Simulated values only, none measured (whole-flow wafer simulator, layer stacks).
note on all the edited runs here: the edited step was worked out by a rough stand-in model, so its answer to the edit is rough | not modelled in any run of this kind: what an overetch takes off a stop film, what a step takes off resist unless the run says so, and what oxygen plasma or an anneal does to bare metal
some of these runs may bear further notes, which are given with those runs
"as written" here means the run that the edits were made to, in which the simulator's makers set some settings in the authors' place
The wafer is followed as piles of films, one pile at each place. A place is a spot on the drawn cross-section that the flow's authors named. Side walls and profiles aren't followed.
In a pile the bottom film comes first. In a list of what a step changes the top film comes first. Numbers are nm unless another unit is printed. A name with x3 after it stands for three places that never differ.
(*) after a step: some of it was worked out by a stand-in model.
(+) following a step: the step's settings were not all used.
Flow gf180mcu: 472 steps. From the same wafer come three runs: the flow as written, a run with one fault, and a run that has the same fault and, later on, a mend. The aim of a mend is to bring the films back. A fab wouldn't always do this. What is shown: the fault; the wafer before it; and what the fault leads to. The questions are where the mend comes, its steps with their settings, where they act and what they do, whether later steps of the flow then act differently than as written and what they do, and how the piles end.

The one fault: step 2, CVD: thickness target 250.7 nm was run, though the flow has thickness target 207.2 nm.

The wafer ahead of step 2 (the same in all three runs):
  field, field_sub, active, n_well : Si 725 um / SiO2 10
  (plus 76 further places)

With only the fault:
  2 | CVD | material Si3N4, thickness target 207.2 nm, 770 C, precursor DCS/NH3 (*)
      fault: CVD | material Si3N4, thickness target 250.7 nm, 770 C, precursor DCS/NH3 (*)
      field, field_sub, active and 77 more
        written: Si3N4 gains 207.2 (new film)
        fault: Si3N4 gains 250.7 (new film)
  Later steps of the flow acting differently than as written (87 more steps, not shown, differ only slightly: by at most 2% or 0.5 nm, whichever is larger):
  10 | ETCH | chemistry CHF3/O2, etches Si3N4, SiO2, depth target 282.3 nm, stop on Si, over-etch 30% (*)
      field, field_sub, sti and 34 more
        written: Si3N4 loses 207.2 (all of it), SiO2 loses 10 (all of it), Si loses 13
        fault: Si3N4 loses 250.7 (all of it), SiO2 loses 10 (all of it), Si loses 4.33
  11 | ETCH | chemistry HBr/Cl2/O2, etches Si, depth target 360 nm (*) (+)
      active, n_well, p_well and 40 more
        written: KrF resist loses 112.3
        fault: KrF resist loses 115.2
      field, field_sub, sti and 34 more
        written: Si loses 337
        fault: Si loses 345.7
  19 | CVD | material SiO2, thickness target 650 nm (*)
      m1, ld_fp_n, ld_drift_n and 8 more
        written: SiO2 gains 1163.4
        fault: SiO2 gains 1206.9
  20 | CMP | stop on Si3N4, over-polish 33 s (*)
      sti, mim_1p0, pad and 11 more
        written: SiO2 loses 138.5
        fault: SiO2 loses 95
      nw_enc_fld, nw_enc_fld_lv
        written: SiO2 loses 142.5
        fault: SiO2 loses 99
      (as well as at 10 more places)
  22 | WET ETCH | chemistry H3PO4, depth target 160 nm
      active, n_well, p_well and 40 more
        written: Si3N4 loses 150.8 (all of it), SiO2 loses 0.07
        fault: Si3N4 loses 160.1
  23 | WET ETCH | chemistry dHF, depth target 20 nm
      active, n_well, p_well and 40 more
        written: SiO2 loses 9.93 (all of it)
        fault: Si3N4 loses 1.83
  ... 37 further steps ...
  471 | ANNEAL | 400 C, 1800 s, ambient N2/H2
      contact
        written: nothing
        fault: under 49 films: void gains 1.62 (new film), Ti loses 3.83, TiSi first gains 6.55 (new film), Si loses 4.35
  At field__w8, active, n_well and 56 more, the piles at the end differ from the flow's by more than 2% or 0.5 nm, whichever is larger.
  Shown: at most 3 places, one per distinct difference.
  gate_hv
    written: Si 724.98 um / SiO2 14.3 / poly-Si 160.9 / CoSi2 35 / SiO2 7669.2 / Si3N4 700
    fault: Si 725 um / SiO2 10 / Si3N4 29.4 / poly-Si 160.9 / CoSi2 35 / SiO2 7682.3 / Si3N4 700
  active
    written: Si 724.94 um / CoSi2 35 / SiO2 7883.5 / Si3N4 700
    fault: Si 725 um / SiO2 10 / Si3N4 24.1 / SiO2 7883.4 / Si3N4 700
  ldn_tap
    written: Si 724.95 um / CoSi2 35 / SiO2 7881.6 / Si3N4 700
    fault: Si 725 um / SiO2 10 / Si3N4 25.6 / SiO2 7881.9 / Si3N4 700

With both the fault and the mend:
  After step 2 comes the mend.
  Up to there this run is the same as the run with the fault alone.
  2a | WET ETCH | chemistry H3PO4, depth target 43.5 nm, 160 C
      field, field_sub, active and 77 more
        Si3N4 loses 43.5
  None of the later steps of the flow differs from how it acts as written, at any place that is followed, by more than 2% or 0.5 nm, whichever is larger.
  By the end, the piles equal the flow's at every place that both follow.
